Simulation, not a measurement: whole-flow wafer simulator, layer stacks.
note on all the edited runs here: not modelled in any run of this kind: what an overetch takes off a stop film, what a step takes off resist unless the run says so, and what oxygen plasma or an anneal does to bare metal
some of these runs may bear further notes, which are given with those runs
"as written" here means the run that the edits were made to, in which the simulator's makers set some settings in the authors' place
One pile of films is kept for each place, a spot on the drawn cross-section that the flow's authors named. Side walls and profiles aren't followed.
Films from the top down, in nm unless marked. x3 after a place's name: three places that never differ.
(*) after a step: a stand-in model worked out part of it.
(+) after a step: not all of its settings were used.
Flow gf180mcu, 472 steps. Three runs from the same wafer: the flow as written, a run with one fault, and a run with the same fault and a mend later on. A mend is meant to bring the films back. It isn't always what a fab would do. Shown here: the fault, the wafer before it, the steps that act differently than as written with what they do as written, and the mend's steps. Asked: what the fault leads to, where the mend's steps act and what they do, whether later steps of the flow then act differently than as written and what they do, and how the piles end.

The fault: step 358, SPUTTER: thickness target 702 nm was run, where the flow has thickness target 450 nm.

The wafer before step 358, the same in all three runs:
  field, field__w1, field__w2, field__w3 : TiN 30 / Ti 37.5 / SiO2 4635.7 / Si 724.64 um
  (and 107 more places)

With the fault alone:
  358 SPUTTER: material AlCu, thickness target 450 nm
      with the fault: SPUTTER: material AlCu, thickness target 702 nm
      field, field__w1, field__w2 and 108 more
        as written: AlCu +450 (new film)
        with the fault: AlCu +702 (new film)
  Later steps of the flow that act differently than as written:
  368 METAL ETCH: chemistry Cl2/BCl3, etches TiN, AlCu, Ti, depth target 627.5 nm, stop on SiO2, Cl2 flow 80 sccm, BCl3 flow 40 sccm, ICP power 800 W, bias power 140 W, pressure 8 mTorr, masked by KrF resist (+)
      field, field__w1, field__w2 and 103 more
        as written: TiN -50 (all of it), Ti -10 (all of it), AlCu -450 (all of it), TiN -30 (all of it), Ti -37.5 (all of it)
        with the fault: TiN -50 (all of it), Ti -10 (all of it), AlCu -567.5
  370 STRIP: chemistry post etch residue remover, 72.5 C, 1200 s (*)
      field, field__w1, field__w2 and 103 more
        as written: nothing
        with the fault: AlCu -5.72
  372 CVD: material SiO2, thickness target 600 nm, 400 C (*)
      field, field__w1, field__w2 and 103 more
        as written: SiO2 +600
        with the fault: SiO2 +600 (new film)
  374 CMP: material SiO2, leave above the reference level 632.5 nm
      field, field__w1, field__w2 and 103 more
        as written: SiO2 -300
        with the fault: SiO2 -244.3
  At the end the piles differ from the flow's by more than 2% or 0.5 nm, whichever is larger, at field, field__w1, field__w2 and 109 more.
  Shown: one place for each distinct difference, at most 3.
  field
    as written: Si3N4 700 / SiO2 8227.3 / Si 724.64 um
    with the fault: Si3N4 700 / SiO2 3647.3 / AlCu 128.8 / TiN 30 / Ti 37.5 / SiO2 4635.7 / Si 724.64 um
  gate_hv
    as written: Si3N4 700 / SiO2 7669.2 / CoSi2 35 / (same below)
    with the fault: Si3N4 700 / SiO2 3647.3 / AlCu 128.8 / TiN 30 / Ti 37.5 / SiO2 4077.6 / CoSi2 35 / (same below)
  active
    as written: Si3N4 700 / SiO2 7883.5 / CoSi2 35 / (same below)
    with the fault: Si3N4 700 / SiO2 3647.3 / AlCu 128.8 / TiN 30 / Ti 37.5 / SiO2 4291.9 / CoSi2 35 / (same below)

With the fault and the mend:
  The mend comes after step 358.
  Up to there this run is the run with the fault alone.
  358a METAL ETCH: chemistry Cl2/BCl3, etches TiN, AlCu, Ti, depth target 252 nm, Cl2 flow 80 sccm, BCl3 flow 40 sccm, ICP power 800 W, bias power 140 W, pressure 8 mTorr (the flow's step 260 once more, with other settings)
      field, field__w1, field__w2 and 108 more
        AlCu -252
  No later step of the flow acts differently than as written at any place that is followed.
  At the end the piles are the same as the flow's at every place that both follow.
